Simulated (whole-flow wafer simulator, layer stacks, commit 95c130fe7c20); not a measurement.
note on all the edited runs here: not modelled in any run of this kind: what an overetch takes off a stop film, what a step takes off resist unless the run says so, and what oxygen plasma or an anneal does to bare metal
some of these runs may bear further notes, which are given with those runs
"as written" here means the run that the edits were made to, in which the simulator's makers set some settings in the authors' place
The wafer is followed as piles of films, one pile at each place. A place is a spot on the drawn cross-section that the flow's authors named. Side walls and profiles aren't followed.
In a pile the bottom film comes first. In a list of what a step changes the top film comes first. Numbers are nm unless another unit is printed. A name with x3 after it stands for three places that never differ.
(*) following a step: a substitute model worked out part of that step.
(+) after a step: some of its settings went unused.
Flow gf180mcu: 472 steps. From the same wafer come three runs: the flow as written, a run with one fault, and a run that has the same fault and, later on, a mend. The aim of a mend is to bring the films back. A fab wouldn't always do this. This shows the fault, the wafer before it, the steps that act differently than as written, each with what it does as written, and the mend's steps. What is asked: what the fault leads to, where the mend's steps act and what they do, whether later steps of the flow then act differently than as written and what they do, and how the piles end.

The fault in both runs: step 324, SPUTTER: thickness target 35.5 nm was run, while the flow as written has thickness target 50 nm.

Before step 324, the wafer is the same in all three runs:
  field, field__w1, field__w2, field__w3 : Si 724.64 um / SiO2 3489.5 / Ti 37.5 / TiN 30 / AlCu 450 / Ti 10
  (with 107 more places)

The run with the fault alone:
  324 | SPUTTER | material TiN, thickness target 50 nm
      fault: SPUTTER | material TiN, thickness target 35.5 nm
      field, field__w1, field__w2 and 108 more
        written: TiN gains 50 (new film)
        fault: TiN gains 35.5 (new film)
  Later steps of the flow acting differently than as written (4 other steps are not shown; they differ only slightly, by no more than 2% or 0.5 nm, whichever is larger):
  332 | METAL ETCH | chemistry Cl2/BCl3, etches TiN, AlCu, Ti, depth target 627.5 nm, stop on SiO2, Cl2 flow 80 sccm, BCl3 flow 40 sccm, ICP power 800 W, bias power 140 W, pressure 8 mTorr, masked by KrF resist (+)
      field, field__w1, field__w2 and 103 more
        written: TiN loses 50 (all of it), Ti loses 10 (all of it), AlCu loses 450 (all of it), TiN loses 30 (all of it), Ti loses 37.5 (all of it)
        fault: TiN loses 35.5 (all of it), Ti loses 10 (all of it), AlCu loses 450 (all of it), TiN loses 30 (all of it), Ti loses 37.5 (all of it)
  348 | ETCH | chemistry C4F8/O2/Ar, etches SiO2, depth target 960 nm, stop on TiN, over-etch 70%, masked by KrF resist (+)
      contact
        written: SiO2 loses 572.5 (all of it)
        fault: SiO2 loses 587 (all of it)
  The piles end different from the flow's at field__w8, contact, m1, m1__w1, m1_nw by more than 2% or 0.5 nm, whichever is larger.
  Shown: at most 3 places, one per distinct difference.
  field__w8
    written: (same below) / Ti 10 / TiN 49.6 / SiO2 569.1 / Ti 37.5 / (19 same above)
    fault: (same below) / Ti 10 / TiN 35.1 / SiO2 583.6 / Ti 37.5 / (19 same above)
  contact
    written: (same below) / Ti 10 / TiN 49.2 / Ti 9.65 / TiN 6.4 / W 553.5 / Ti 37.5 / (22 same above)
    fault: (same below) / Ti 10 / TiN 34.7 / Ti 9.57 / TiN 6.35 / W 568.1 / Ti 37.5 / (22 same above)

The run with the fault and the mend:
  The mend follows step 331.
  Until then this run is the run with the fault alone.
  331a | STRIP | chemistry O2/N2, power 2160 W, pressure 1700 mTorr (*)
      field__w8, contact, m1, m1__w1, m1_nw
        KrF resist loses 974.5 (all of it)
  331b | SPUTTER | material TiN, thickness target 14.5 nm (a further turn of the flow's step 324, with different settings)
      field, field__w1, field__w2 and 108 more
        TiN gains 14.5
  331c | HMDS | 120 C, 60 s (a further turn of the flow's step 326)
      alters no film at any place that is followed
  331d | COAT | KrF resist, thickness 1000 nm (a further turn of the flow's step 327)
      field, field__w1, field__w2 and 108 more
        KrF resist gains 1000 (new film)
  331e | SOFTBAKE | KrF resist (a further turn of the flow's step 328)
      alters no film at any place that is followed
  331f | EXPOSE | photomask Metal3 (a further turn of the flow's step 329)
      alters no film at any place that is followed
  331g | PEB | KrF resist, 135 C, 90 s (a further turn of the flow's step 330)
      field, field__w1, field__w2 and 108 more
        KrF resist loses 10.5
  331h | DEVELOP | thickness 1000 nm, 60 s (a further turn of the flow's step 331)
      field, field__w1, field__w2 and 103 more
        KrF resist loses 989.5 (all of it)
      field__w8, contact, m1, m1__w1, m1_nw
        KrF resist loses 14.9
  Every later step of the flow that is run acts as written at every place that is followed.
  At every place that both follow, the piles at the end match the flow's.
